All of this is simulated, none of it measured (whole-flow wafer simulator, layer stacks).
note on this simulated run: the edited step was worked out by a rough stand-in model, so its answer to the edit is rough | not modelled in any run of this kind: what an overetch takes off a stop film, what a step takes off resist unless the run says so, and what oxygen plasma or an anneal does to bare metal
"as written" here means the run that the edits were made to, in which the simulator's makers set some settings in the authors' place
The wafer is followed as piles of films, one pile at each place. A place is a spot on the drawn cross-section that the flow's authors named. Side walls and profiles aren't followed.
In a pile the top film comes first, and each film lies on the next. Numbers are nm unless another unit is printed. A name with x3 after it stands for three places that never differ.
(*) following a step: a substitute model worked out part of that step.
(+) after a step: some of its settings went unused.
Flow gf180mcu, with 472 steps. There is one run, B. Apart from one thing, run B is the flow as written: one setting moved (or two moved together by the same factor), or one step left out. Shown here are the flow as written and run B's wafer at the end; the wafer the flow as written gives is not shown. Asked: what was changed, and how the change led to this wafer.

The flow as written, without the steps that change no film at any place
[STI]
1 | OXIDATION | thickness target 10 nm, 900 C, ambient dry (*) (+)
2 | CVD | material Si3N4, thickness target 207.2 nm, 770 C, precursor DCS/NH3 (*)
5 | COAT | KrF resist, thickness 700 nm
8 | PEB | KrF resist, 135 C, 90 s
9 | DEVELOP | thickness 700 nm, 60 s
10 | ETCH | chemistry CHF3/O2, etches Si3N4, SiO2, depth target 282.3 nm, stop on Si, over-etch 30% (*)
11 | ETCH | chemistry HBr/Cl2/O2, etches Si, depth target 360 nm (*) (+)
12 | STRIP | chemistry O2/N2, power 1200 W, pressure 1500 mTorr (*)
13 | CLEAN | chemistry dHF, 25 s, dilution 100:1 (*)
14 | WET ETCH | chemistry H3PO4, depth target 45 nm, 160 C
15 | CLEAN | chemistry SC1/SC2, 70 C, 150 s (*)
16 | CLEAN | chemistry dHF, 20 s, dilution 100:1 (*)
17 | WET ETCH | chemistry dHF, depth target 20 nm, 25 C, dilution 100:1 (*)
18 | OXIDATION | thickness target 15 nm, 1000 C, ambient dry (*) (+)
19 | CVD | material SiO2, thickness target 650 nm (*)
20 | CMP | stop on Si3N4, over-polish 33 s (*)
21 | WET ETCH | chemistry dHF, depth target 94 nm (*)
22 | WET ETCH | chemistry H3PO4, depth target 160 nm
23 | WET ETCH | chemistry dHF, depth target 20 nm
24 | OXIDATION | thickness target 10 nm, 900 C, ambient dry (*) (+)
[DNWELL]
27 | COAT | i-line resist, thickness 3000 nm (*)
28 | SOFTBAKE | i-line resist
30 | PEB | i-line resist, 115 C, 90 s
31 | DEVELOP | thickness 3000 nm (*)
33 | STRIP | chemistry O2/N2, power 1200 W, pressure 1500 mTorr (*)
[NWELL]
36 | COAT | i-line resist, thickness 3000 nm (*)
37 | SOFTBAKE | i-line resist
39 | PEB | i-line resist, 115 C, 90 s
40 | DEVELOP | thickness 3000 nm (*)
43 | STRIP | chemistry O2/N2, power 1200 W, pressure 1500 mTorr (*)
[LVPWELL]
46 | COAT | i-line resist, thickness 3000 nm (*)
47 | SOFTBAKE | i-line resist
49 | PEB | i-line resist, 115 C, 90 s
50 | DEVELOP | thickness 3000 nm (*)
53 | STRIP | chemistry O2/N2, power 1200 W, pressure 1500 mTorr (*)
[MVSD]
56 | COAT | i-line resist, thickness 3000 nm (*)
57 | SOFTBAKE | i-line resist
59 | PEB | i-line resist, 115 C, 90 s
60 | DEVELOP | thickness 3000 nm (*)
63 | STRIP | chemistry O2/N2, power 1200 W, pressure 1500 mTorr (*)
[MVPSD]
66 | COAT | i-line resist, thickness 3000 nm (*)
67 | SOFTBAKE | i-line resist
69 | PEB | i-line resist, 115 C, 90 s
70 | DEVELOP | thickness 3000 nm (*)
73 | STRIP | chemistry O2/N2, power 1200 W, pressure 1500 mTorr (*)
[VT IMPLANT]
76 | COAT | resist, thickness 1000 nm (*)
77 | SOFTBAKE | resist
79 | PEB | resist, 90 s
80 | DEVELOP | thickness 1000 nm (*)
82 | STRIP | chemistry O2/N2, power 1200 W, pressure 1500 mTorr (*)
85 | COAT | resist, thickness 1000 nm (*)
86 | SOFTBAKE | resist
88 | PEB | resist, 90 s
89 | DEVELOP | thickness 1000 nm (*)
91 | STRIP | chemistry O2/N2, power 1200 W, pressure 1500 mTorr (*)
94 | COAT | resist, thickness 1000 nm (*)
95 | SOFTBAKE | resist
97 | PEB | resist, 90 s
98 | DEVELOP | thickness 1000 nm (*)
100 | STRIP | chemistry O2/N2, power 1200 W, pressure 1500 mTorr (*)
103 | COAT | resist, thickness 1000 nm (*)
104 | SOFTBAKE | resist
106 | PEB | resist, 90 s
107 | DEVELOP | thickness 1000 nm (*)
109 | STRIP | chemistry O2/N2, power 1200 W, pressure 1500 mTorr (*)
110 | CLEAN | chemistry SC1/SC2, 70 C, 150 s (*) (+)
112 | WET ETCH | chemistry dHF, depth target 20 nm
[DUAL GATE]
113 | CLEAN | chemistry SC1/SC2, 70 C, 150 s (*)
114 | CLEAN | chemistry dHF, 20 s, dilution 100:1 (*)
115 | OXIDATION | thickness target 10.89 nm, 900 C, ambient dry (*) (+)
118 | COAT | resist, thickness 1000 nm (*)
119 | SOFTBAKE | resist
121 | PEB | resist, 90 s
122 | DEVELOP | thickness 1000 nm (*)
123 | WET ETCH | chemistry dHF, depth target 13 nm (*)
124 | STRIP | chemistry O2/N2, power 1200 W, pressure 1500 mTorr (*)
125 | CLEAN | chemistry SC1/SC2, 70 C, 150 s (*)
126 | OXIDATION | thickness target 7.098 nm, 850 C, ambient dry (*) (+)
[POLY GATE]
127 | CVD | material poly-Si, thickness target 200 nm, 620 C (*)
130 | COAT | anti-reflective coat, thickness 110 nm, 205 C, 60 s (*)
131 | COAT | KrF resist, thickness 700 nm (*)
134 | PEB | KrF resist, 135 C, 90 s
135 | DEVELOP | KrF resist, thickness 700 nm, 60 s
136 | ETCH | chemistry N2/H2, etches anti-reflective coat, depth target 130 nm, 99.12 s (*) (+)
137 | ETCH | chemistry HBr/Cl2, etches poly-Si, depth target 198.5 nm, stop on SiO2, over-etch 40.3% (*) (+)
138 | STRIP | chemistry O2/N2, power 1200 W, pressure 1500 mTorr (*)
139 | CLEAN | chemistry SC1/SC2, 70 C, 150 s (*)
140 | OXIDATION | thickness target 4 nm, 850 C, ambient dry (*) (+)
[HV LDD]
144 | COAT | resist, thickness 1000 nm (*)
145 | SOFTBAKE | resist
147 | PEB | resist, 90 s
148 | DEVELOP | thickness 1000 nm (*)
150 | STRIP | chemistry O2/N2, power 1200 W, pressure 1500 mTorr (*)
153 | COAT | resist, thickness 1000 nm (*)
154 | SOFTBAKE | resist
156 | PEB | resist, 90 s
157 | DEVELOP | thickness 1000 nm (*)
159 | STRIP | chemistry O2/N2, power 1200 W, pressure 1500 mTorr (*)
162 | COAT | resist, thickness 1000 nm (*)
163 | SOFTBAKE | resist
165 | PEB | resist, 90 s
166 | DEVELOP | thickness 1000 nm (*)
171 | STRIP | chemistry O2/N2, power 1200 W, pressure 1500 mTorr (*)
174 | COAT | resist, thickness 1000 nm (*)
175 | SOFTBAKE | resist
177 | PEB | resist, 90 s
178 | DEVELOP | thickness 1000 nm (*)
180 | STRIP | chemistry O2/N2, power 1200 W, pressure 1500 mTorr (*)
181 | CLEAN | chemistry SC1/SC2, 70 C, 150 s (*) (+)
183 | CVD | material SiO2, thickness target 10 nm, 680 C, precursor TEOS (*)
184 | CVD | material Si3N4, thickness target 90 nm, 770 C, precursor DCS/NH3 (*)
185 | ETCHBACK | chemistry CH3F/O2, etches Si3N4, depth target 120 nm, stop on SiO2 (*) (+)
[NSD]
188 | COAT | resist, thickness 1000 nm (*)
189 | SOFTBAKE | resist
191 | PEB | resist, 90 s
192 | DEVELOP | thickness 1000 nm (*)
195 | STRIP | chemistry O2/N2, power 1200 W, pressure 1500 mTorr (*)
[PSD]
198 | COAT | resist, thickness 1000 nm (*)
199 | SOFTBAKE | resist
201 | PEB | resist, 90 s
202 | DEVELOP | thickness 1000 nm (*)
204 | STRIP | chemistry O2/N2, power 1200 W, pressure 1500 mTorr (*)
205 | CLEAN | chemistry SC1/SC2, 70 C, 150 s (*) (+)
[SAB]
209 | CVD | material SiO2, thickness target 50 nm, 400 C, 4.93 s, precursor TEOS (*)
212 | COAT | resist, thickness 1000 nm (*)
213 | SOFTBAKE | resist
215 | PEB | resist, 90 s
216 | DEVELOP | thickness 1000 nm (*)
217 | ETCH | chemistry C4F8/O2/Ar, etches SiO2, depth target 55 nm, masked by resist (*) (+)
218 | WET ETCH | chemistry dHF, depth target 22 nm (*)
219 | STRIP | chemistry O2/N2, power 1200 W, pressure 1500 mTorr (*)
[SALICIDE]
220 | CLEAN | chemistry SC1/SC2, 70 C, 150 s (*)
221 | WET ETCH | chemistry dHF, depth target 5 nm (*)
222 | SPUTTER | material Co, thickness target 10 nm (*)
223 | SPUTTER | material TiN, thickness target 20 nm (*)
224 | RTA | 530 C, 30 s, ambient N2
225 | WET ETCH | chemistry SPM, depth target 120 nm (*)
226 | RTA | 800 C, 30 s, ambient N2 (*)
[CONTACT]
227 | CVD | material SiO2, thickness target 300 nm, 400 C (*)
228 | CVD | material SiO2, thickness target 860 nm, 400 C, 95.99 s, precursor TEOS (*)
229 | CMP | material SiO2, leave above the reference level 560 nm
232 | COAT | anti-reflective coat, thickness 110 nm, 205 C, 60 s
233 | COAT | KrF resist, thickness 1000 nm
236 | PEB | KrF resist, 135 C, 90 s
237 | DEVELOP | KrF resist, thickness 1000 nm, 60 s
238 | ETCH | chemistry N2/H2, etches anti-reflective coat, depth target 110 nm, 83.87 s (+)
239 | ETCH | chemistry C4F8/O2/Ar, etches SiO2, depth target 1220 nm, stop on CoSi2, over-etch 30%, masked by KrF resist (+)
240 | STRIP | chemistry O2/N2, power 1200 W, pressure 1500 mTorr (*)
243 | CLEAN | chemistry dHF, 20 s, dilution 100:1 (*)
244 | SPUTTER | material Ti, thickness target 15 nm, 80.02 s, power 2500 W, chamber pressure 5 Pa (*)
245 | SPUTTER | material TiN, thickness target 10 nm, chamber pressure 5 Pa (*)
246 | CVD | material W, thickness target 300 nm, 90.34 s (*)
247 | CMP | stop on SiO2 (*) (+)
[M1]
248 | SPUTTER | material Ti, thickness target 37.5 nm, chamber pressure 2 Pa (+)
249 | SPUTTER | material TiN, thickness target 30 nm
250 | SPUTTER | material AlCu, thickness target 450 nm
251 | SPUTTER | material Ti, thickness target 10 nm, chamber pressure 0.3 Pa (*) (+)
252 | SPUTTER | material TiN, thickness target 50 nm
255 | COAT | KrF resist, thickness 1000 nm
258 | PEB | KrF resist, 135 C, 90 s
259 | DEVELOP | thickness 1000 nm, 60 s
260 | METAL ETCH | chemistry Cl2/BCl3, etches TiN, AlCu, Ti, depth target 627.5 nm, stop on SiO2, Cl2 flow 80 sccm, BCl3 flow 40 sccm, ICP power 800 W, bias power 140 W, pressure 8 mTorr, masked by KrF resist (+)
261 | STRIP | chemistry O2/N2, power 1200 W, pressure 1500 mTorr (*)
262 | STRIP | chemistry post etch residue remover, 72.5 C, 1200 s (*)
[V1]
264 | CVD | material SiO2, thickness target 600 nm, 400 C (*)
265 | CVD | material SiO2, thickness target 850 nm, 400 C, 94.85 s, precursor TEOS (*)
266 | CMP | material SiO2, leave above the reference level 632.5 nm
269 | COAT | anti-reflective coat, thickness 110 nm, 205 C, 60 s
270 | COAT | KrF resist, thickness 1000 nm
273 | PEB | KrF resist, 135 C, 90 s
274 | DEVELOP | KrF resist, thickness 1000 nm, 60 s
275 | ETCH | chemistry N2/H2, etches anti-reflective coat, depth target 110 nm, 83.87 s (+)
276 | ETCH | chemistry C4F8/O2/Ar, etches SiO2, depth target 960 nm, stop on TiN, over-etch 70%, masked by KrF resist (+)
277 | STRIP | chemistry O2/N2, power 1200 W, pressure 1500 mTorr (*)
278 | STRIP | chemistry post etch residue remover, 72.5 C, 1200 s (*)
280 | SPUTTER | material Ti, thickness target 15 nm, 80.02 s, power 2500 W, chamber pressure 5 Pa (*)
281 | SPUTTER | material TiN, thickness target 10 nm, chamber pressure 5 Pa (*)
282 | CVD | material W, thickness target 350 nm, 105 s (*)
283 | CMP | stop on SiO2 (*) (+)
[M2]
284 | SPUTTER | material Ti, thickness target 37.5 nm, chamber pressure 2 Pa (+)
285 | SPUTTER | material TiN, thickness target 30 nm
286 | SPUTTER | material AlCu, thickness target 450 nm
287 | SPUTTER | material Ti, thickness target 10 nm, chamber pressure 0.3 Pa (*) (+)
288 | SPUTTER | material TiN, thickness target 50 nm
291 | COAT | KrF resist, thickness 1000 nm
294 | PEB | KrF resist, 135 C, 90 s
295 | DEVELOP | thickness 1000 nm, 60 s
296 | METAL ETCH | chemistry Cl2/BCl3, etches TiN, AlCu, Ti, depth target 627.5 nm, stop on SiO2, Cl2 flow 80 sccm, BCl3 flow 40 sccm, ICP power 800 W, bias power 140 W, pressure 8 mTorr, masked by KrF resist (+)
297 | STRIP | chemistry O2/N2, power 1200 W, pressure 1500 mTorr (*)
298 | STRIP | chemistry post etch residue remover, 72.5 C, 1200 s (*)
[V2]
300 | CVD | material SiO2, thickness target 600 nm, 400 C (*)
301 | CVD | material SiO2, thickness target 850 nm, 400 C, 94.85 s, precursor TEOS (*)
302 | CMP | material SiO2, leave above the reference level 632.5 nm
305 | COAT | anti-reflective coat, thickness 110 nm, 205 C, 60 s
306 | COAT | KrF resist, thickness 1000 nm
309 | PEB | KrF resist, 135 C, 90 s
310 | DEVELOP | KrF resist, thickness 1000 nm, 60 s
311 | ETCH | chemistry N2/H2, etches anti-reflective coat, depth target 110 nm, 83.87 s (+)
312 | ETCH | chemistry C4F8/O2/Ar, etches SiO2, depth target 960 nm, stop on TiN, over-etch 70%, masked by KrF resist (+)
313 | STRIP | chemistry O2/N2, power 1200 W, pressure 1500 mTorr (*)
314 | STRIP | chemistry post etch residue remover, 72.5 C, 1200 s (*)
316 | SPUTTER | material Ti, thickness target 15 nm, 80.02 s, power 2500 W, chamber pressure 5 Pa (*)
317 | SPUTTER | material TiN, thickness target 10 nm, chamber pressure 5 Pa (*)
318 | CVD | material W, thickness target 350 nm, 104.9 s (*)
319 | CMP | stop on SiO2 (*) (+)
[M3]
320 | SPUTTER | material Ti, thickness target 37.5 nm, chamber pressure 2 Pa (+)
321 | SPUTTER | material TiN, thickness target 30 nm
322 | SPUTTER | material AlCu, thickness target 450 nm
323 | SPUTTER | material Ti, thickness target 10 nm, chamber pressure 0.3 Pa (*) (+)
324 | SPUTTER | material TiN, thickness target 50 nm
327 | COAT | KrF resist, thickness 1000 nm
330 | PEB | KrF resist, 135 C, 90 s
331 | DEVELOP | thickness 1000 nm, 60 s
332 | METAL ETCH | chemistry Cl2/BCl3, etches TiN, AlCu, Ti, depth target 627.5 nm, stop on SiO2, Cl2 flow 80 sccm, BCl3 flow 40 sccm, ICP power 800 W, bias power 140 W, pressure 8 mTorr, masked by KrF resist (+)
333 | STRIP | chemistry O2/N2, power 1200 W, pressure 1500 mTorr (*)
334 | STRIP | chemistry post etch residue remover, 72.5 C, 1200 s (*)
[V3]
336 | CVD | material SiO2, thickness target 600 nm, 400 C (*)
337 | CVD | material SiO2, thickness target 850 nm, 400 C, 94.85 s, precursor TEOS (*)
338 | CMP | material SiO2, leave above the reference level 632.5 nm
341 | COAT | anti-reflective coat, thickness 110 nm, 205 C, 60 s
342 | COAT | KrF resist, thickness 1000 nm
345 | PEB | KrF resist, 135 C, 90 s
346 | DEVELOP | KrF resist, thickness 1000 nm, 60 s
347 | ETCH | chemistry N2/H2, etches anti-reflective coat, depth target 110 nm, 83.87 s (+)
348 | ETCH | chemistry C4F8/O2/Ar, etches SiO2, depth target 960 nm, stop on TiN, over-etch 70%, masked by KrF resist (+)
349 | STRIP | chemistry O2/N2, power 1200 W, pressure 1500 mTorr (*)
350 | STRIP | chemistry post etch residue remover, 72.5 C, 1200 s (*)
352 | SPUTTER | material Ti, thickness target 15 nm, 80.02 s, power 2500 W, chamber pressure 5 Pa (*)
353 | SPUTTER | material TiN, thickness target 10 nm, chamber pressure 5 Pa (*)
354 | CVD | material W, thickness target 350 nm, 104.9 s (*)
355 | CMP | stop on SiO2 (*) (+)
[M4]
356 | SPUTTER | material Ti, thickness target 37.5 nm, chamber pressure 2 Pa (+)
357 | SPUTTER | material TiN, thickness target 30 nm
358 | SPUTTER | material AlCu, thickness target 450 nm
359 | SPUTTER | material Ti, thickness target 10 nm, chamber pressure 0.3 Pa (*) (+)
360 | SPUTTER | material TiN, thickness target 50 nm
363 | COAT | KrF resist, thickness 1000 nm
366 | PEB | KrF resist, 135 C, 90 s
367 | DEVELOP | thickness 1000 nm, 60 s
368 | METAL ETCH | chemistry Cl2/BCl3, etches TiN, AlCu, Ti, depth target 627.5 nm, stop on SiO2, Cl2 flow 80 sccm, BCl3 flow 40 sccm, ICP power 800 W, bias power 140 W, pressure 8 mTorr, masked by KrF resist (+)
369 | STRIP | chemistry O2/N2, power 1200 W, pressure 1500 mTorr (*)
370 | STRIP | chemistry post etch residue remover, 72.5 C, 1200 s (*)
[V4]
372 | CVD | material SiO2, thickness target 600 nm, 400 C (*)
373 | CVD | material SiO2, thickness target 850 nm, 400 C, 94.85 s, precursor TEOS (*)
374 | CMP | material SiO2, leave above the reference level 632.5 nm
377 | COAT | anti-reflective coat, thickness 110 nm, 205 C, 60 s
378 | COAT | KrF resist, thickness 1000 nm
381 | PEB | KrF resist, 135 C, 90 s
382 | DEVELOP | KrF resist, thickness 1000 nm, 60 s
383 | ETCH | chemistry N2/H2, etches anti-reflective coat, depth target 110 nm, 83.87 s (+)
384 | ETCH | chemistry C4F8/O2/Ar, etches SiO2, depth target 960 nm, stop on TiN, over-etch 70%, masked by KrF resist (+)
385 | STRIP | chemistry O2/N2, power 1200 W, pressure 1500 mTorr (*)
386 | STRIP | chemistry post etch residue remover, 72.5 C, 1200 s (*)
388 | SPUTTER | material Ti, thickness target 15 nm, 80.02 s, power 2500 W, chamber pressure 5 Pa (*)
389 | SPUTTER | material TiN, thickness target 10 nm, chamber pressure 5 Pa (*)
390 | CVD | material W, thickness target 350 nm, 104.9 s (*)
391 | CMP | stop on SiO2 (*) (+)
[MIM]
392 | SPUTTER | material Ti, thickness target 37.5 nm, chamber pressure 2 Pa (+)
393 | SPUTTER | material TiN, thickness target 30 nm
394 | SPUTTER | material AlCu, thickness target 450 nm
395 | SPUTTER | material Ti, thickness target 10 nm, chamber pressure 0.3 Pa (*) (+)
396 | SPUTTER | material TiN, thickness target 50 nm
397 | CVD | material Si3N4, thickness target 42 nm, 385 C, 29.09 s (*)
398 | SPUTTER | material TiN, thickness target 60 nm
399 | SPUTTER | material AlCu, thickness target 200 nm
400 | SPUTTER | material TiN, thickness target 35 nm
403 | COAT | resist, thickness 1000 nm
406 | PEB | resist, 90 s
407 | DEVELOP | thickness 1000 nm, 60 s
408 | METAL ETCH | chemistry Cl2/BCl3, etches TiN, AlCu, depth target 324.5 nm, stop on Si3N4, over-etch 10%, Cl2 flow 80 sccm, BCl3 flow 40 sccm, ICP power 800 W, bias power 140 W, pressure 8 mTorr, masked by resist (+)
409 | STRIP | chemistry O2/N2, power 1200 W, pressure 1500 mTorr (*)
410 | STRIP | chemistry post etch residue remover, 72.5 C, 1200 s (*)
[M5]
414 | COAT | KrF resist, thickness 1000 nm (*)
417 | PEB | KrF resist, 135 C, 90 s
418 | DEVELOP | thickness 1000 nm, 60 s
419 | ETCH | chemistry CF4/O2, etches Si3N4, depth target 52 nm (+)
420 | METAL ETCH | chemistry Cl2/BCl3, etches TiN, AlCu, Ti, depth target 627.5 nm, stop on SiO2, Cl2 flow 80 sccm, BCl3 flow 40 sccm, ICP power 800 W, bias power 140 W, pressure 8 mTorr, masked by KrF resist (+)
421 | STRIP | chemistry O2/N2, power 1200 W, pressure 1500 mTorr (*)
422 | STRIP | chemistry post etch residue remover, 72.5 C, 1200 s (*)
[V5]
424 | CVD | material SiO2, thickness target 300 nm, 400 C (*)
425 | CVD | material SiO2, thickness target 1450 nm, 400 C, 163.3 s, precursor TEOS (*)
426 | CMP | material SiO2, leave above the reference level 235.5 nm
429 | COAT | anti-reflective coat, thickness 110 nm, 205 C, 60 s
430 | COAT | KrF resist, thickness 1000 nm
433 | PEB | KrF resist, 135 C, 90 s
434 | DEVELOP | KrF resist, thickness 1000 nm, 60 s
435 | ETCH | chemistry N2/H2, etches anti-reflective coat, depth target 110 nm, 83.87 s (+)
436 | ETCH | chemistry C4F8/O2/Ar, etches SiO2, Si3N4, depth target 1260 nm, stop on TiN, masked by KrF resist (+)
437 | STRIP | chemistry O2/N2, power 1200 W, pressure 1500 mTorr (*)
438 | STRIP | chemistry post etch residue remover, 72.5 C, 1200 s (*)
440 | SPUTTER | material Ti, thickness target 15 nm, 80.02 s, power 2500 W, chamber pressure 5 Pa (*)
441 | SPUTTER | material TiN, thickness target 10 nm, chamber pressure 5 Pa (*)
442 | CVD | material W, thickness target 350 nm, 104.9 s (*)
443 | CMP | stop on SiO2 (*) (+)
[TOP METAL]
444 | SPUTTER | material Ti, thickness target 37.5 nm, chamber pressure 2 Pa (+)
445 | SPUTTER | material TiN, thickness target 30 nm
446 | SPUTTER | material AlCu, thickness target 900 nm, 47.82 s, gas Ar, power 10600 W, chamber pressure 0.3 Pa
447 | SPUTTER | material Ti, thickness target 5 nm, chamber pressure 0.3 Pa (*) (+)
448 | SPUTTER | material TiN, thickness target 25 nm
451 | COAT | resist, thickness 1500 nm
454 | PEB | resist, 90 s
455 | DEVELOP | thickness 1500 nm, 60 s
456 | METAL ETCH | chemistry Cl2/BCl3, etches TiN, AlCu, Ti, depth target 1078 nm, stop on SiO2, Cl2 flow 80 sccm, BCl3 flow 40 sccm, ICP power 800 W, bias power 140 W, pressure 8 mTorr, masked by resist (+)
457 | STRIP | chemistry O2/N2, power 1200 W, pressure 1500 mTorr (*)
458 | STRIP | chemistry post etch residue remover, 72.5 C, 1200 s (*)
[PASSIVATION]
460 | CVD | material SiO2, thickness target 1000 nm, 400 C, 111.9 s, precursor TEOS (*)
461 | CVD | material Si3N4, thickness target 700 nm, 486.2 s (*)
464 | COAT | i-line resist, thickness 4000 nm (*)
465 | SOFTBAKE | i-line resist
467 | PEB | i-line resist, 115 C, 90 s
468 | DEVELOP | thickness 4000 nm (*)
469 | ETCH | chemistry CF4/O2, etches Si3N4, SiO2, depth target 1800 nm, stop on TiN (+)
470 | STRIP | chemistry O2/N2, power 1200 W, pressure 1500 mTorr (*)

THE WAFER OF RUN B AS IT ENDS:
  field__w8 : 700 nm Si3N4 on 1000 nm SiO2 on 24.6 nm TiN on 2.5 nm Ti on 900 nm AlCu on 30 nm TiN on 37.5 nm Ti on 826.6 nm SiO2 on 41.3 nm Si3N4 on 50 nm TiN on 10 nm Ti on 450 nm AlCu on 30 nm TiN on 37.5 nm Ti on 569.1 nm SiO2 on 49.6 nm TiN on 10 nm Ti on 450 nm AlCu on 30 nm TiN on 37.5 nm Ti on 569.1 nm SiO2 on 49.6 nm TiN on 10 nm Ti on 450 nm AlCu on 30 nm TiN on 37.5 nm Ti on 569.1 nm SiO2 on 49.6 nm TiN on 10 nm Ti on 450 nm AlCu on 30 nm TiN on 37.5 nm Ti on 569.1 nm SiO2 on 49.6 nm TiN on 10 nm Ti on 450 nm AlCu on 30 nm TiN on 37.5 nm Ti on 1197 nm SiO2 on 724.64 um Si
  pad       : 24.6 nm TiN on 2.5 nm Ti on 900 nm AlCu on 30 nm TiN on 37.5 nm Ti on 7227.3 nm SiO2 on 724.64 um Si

The reason: step 447, SPUTTER: thickness target 2.5 nm was run, though the flow has thickness target 5 nm.
The wafer itself shows it: field__w8 has Ti 2.5, and step 447 as written asks for 5 nm.

The path from the change to this, step by step:
  447 | SPUTTER | material Ti, thickness target 5 nm, chamber pressure 0.3 Pa (*) (+)
      field, field__w1, field__w2 and 109 more: +2.5 Ti (new film) (it would be, as written: +5 Ti (new film))
  456 | METAL ETCH | chemistry Cl2/BCl3, etches TiN, AlCu, Ti, depth target 1078 nm, stop on SiO2, Cl2 flow 80 sccm, BCl3 flow 40 sccm, ICP power 800 W, bias power 140 W, pressure 8 mTorr, masked by resist (+)
      field, field__w1, field__w2 and 103 more: -25 TiN (all of it), -2.5 Ti (all of it), -900 AlCu (all of it), -30 TiN (all of it), -37.5 Ti (all of it) (it would be, as written: -25 TiN (all of it), -5 Ti (all of it), -900 AlCu (all of it), -30 TiN (all of it), -37.5 Ti (all of it))
